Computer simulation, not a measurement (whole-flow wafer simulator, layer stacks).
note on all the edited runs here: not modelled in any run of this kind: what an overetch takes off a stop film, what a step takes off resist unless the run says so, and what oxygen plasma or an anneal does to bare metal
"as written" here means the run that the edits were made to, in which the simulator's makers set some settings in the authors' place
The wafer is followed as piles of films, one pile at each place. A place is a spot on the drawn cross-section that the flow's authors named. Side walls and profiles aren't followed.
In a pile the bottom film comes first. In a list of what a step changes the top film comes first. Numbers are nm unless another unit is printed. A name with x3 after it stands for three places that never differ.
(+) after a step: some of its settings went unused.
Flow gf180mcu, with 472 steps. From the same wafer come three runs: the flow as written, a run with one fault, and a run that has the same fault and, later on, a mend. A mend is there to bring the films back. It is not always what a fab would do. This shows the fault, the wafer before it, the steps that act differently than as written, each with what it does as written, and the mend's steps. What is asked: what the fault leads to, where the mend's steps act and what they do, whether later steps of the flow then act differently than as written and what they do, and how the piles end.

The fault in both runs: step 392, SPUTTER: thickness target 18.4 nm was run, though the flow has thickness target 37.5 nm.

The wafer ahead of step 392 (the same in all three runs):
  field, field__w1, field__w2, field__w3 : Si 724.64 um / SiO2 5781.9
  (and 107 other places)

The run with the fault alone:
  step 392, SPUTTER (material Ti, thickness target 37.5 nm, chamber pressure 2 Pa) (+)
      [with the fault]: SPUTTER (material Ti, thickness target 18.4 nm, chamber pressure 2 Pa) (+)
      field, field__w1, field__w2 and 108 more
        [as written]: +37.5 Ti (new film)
        [with the fault]: +18.4 Ti (new film)
  Steps further on in the flow that do not act as written (not shown: 1 more step that differs only slightly, by at most 2% or 0.5 nm, whichever is larger):
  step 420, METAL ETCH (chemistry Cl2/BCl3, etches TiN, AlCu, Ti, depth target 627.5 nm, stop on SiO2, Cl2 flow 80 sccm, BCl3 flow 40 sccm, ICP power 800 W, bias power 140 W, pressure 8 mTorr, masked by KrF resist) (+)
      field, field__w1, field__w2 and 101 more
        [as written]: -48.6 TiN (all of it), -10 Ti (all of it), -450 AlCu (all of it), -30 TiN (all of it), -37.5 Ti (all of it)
        [with the fault]: -48.6 TiN (all of it), -10 Ti (all of it), -450 AlCu (all of it), -30 TiN (all of it), -18.4 Ti (all of it)
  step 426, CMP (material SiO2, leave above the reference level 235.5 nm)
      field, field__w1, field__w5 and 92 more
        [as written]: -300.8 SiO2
        [with the fault]: -319.9 SiO2
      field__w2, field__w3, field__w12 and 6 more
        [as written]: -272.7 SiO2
        [with the fault]: -292.6 SiO2
  At field__w4, field__w8, contact, m1, m1__w1, mim, mim_1p0, m1_nw, the piles at the end differ from the flow's by more than 2% or 0.5 nm, whichever is larger.
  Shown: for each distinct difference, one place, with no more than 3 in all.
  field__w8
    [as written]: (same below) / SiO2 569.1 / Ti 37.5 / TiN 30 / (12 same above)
    [with the fault]: (same below) / SiO2 569.1 / Ti 18.4 / TiN 30 / (12 same above)
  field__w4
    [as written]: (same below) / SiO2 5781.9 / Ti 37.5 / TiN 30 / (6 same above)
    [with the fault]: (same below) / SiO2 5781.9 / Ti 18.4 / TiN 30 / (6 same above)
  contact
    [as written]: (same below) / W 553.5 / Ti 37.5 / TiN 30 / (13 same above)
    [with the fault]: (same below) / W 553.5 / Ti 18.4 / TiN 30 / (13 same above)

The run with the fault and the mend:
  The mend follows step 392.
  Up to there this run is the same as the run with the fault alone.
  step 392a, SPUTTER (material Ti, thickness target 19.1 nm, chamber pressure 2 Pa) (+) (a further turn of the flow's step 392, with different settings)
      field, field__w1, field__w2 and 108 more
        +19.1 Ti
  Later steps of the flow that are run all act as written at every place that is followed.
  At every place that both follow, the piles at the end match the flow's.
